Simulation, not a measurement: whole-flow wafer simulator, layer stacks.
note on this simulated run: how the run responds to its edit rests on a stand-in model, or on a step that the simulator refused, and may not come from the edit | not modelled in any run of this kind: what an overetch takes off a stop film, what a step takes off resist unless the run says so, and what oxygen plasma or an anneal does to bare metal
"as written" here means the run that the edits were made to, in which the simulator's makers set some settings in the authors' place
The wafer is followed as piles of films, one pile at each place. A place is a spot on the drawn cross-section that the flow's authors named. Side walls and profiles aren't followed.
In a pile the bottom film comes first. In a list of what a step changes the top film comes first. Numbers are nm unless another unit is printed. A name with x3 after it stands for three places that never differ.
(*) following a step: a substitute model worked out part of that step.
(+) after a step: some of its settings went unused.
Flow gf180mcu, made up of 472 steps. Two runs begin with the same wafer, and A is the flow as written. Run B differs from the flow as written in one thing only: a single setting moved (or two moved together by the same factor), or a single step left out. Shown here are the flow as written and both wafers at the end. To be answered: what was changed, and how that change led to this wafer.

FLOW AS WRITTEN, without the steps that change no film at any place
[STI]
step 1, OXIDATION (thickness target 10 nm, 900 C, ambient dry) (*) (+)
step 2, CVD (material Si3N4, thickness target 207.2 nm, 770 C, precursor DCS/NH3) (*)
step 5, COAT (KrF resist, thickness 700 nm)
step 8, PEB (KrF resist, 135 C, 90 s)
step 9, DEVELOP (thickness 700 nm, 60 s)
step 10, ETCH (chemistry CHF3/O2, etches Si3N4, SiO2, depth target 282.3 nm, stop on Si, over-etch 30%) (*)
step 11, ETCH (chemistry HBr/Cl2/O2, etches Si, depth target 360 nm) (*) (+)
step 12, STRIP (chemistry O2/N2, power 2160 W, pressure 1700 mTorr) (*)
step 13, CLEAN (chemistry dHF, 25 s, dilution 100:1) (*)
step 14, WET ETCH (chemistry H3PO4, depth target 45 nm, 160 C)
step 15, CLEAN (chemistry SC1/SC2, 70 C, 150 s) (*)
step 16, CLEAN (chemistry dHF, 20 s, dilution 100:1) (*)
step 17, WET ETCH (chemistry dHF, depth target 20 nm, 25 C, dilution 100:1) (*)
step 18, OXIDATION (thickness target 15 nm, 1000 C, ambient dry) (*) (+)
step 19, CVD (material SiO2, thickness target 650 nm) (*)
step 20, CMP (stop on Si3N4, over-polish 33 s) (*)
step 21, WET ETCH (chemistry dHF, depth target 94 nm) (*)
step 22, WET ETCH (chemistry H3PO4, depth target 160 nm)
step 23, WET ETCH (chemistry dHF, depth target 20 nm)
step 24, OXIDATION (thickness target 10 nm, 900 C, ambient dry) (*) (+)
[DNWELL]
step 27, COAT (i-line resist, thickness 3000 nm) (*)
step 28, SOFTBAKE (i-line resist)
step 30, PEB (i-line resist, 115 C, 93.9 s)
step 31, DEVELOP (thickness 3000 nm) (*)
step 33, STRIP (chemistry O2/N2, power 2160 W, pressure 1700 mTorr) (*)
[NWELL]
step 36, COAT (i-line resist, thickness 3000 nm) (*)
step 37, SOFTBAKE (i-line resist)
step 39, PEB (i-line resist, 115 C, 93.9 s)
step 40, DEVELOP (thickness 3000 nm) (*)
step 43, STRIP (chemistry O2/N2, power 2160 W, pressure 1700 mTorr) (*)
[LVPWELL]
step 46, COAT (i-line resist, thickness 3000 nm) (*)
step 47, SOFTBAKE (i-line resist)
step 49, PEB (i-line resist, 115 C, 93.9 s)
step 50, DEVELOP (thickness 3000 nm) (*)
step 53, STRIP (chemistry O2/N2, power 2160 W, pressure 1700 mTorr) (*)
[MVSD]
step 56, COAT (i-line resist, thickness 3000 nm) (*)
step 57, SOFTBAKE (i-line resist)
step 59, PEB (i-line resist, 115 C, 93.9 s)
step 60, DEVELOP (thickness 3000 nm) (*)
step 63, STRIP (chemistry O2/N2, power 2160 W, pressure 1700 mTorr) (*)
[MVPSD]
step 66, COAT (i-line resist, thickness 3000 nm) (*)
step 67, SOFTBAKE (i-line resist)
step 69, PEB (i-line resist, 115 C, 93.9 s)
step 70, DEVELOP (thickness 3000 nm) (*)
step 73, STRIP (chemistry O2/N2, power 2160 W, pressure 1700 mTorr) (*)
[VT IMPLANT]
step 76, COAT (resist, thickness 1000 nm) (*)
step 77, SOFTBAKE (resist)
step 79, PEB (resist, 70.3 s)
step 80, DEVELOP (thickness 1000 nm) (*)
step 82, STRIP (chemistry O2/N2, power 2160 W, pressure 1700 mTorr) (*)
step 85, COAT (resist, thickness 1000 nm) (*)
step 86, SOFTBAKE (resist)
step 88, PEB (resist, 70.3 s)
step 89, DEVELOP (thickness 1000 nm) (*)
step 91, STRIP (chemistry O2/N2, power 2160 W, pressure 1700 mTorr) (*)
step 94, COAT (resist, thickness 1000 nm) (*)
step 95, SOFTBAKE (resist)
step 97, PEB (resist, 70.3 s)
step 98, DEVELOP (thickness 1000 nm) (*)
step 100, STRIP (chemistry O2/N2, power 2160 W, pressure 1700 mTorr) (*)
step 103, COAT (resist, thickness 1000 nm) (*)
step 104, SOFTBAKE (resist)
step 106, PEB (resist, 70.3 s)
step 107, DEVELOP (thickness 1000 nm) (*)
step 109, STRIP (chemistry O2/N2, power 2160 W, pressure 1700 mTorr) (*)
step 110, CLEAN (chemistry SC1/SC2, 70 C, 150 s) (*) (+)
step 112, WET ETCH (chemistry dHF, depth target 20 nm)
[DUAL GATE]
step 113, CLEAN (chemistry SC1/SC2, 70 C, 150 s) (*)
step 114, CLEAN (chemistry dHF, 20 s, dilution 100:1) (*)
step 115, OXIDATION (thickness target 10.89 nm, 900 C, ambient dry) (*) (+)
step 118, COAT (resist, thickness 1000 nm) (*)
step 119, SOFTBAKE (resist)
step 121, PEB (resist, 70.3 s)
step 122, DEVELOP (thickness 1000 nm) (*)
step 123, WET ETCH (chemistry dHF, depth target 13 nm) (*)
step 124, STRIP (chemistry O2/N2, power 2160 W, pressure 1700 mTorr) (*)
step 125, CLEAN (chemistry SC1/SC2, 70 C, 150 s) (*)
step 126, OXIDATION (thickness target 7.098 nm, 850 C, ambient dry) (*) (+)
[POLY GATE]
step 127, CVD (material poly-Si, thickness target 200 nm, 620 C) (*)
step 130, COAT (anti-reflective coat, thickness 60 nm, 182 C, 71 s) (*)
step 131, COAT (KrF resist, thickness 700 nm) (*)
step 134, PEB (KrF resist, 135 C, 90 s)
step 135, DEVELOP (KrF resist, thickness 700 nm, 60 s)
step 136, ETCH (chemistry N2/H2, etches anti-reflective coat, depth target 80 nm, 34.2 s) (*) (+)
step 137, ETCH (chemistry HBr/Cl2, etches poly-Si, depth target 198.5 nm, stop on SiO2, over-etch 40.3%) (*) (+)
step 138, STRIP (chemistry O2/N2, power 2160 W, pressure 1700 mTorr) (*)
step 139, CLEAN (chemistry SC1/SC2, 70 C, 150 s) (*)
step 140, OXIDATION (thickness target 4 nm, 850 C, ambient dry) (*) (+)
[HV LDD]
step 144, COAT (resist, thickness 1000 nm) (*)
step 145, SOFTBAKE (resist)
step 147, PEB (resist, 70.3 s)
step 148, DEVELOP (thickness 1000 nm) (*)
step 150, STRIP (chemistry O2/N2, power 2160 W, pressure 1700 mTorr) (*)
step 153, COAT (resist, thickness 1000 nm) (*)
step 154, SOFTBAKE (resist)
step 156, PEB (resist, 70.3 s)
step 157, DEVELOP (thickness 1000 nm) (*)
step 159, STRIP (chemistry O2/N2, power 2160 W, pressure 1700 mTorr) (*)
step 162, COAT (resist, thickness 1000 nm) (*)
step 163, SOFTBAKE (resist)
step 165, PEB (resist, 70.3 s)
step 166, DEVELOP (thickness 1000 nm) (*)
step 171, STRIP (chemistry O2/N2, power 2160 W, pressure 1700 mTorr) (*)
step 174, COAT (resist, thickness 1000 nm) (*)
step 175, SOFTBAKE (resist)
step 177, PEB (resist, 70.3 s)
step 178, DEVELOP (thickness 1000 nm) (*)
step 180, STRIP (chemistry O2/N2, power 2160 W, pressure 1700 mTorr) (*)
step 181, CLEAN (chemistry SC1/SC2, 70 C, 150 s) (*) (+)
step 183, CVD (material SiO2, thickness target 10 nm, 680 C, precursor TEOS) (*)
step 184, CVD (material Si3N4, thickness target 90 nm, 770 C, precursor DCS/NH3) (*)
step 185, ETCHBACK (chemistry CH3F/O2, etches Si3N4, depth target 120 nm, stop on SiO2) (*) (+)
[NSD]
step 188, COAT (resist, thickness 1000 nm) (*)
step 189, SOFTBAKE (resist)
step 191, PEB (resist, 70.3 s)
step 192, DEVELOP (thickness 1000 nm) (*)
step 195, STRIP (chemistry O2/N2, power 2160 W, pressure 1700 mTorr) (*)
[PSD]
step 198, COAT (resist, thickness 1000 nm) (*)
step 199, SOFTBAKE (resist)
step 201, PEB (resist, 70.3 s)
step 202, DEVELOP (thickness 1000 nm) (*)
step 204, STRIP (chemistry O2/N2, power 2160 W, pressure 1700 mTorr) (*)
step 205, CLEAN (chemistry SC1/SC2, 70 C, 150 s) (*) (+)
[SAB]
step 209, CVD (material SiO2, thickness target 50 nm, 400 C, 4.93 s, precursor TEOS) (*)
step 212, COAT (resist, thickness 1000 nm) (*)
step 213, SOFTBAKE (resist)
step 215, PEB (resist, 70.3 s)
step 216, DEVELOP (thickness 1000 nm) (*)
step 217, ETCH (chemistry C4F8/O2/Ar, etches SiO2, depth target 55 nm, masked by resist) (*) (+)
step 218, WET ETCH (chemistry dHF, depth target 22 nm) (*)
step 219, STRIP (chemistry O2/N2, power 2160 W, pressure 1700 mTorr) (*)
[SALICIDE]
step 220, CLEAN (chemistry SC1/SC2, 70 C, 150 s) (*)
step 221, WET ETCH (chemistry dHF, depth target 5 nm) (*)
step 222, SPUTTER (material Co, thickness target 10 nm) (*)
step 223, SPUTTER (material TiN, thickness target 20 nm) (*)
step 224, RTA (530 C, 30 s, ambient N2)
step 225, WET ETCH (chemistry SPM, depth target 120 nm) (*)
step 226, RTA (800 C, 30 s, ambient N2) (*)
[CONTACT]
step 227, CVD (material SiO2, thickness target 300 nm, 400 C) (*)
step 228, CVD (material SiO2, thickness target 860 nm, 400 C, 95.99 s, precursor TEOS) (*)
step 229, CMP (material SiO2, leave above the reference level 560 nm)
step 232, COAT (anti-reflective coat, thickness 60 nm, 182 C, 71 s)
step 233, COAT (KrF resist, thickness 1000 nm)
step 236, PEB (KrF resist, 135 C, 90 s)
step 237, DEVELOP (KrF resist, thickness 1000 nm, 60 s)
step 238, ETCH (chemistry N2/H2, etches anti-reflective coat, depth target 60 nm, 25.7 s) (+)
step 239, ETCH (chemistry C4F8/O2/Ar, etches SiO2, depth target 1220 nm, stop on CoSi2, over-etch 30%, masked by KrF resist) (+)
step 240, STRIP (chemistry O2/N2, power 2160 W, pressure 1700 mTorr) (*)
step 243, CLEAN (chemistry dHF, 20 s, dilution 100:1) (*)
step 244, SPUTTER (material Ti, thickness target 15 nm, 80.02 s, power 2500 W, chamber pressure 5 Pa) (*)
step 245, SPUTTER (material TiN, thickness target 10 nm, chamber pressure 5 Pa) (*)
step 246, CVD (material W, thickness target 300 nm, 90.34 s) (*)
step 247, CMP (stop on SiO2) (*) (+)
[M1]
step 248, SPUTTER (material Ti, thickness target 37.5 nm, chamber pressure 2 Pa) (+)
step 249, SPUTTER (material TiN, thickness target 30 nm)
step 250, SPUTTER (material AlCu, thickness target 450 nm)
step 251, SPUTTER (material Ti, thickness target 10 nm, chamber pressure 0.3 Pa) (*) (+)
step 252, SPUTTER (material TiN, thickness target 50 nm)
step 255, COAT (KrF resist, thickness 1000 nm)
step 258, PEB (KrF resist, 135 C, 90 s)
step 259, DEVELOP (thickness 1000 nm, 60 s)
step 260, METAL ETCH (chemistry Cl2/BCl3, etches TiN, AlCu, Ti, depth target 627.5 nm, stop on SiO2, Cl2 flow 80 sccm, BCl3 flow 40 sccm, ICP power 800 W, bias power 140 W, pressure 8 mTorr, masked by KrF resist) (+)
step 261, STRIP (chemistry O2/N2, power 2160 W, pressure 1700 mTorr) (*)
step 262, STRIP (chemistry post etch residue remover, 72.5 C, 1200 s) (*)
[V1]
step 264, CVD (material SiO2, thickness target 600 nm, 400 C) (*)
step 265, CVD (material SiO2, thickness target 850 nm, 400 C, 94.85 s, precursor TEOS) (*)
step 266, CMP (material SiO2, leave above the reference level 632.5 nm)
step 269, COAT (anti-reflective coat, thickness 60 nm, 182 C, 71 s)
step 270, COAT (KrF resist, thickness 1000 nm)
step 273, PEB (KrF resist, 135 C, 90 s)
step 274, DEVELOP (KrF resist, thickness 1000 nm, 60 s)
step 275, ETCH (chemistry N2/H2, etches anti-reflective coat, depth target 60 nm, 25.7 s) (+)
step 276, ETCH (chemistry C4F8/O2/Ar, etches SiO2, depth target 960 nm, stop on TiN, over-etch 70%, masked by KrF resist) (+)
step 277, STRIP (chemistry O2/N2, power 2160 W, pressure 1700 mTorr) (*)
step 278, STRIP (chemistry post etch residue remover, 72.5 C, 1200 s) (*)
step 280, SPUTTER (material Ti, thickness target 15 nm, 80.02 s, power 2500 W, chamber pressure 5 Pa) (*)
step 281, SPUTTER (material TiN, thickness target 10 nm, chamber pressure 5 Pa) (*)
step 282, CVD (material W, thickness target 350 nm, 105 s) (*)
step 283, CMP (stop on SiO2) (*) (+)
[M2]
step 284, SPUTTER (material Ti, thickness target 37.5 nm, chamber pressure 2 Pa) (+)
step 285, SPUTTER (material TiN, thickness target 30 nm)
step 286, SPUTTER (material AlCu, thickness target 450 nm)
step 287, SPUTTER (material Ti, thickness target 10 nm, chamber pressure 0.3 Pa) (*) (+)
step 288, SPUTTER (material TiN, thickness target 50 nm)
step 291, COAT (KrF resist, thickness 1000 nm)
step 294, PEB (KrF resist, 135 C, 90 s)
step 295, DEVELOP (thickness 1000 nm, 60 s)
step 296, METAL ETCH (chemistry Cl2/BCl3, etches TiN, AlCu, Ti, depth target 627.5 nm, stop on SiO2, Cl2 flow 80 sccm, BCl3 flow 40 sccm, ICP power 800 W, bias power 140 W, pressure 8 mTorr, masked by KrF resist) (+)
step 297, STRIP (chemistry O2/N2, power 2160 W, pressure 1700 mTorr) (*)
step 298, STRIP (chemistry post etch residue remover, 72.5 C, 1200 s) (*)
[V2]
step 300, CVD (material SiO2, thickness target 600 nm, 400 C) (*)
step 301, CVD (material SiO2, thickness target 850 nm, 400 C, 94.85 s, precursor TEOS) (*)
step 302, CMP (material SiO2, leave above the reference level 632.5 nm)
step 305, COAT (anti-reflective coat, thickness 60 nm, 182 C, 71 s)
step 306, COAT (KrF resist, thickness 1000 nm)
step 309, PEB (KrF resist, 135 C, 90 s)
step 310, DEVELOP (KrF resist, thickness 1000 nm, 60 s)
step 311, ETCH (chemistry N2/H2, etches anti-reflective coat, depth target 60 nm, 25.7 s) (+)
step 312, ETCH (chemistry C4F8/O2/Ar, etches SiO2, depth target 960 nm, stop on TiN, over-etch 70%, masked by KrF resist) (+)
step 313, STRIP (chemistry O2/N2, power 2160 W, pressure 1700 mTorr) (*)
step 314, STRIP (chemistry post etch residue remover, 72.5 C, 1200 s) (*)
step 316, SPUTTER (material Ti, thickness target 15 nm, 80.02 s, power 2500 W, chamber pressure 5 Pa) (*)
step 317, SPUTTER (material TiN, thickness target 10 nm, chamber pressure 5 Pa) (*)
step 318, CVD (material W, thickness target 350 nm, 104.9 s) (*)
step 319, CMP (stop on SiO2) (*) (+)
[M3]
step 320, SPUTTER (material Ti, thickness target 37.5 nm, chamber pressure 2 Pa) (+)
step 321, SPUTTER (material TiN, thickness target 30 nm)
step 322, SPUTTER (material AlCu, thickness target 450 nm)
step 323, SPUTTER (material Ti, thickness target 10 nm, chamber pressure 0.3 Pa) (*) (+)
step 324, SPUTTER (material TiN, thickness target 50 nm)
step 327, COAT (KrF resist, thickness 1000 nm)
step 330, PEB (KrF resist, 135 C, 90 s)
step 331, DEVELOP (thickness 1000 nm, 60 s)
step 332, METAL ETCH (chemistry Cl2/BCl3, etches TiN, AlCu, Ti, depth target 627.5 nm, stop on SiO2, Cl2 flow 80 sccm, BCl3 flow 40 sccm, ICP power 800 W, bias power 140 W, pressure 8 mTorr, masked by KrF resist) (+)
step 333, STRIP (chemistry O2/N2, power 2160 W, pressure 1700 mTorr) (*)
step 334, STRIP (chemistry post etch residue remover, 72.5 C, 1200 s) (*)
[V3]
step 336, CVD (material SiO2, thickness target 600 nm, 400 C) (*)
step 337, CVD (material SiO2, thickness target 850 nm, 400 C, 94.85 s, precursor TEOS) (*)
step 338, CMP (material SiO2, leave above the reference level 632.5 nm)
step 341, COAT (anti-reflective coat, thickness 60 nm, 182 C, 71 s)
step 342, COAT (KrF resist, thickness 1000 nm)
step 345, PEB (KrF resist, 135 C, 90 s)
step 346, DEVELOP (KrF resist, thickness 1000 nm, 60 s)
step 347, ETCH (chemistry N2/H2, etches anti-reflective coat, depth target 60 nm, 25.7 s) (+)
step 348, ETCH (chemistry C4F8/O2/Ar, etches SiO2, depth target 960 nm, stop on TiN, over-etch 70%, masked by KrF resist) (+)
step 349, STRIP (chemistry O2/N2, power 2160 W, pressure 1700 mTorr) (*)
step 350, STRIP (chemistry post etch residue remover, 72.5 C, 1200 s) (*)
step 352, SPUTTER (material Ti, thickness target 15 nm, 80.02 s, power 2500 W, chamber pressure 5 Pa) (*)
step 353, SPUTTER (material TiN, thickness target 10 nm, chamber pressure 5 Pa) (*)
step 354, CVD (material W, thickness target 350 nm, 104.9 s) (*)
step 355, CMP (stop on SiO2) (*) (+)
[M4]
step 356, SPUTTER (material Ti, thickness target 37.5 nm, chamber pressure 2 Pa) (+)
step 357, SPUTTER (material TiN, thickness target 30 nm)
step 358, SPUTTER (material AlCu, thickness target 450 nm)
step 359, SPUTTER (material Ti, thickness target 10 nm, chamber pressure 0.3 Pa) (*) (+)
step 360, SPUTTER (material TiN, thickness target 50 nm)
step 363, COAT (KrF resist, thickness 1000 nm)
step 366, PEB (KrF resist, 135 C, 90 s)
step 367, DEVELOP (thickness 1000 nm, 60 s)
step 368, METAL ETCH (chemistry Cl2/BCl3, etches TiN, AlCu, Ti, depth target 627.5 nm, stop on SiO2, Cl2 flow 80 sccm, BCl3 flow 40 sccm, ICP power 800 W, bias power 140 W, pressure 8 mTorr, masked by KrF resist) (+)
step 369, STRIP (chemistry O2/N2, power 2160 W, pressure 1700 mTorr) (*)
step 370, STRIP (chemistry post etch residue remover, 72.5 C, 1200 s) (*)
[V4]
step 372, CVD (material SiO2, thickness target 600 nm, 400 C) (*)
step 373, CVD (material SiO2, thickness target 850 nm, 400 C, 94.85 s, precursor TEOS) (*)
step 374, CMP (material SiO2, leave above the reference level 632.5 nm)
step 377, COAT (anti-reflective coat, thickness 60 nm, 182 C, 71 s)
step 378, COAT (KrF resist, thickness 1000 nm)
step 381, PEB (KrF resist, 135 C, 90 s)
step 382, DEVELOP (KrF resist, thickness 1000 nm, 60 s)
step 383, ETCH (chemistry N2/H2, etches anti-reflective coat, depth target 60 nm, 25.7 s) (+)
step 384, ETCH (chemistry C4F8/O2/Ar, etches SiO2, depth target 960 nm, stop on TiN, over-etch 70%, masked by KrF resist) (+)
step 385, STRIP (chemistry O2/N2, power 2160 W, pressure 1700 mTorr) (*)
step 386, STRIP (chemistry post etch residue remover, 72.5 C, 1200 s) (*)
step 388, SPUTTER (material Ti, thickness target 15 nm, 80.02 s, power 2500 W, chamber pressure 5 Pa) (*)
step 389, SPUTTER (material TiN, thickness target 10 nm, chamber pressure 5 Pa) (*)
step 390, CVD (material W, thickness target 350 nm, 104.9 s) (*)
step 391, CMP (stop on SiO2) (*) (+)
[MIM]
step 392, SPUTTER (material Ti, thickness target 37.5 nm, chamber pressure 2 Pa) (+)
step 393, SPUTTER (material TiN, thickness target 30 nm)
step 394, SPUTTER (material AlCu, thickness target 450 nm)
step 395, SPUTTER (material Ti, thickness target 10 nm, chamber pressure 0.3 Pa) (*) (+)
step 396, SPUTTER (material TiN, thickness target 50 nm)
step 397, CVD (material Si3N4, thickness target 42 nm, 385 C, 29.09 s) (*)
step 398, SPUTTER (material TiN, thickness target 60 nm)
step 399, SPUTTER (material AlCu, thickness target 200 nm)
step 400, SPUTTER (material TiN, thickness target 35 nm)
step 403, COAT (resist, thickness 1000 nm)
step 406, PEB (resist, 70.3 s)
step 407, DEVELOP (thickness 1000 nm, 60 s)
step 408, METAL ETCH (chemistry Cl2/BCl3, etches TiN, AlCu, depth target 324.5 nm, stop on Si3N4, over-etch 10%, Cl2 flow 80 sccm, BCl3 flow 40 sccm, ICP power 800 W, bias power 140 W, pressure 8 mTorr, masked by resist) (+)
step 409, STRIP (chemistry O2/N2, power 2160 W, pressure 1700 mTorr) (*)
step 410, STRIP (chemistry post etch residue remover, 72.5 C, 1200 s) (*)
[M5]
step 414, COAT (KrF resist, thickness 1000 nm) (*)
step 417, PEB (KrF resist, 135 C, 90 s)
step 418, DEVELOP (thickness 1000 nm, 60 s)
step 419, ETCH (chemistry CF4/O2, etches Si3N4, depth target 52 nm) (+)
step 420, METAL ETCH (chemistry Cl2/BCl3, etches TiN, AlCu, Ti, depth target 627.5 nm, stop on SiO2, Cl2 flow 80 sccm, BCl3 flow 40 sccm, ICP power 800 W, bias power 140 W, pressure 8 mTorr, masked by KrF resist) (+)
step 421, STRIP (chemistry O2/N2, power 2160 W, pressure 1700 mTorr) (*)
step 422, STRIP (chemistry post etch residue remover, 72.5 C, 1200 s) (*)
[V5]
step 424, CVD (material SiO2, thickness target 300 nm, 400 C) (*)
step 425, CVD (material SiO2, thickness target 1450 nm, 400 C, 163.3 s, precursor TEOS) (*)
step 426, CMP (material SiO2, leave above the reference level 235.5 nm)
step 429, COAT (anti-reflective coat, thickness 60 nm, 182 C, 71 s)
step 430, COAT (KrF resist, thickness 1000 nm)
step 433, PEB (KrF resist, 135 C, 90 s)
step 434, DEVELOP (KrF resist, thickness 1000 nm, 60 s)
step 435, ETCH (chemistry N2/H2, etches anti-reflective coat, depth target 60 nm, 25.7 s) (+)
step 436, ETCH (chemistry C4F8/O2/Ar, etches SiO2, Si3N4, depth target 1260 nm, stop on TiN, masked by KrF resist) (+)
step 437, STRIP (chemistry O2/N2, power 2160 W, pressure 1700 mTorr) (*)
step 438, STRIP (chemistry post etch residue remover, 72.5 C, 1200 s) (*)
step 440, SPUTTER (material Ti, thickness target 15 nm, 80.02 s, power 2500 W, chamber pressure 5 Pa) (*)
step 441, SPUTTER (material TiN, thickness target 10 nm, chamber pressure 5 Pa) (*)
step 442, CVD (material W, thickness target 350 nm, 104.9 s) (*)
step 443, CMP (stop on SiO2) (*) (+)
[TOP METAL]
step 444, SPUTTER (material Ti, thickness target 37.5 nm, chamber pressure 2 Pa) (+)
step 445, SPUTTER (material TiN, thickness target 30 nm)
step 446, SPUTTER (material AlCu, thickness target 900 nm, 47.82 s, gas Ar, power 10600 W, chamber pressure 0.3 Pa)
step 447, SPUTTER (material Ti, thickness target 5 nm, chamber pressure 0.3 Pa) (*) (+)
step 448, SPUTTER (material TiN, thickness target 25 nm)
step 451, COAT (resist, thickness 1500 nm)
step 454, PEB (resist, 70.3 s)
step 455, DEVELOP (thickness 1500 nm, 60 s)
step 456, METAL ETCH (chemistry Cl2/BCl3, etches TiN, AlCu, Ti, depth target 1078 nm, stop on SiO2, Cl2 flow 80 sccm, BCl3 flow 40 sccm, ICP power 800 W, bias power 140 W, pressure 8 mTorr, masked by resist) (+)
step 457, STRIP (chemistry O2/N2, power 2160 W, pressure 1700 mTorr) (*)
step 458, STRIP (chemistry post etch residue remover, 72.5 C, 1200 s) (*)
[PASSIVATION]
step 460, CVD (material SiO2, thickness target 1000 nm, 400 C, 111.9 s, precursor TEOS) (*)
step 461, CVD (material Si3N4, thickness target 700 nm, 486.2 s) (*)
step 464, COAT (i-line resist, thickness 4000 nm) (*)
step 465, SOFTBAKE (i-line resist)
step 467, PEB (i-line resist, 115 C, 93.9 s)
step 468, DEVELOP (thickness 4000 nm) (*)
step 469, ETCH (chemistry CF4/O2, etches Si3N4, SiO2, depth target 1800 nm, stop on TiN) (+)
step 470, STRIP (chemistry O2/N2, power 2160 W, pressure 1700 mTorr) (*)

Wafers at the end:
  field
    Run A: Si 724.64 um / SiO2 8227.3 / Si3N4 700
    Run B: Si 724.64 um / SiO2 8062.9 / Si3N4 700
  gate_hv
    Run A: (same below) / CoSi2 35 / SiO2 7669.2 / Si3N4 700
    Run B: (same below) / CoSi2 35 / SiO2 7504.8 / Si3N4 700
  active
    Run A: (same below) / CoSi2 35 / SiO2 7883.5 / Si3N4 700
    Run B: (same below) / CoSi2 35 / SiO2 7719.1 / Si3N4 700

Cause: step 266, CMP: leave above the reference level 468.1 nm was run, though the flow has leave above the reference level 632.5 nm.

How this came from the change, step by step:
  step 266, CMP (material SiO2, leave above the reference level 632.5 nm)
      field, field__w1, field__w2 and 99 more: A SiO2 loses 300 | B SiO2 loses 464.4
      field__w8, contact, m1 and 6 more: A SiO2 loses 877.1 | B SiO2 loses 1041.5
  step 276, ETCH (chemistry C4F8/O2/Ar, etches SiO2, depth target 960 nm, stop on TiN, over-etch 70%, masked by KrF resist) (+)
      field, field__w1, field__w2 and 107 more: A KrF resist loses 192 | B KrF resist loses 138.7
      contact: A SiO2 loses 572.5 (all of it) | B SiO2 loses 408.1 (all of it)
  step 277, STRIP (chemistry O2/N2, power 2160 W, pressure 1700 mTorr) (*)
      field, field__w1, field__w2 and 107 more: A KrF resist loses 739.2 (all of it), anti-reflective coat loses 60 (all of it) | B KrF resist loses 792.5 (all of it), anti-reflective coat loses 60 (all of it)
  step 280, SPUTTER (material Ti, thickness target 15 nm, 80.02 s, power 2500 W, chamber pressure 5 Pa) (*)
      contact: A Ti gains 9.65 (new film) | B Ti gains 10.6 (new film)
  step 281, SPUTTER (material TiN, thickness target 10 nm, chamber pressure 5 Pa) (*)
      contact: A TiN gains 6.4 (new film) | B TiN gains 7.07 (new film)
  step 282, CVD (material W, thickness target 350 nm, 105 s) (*)
      contact: A W gains 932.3 (new film) | B W gains 766.2 (new film)
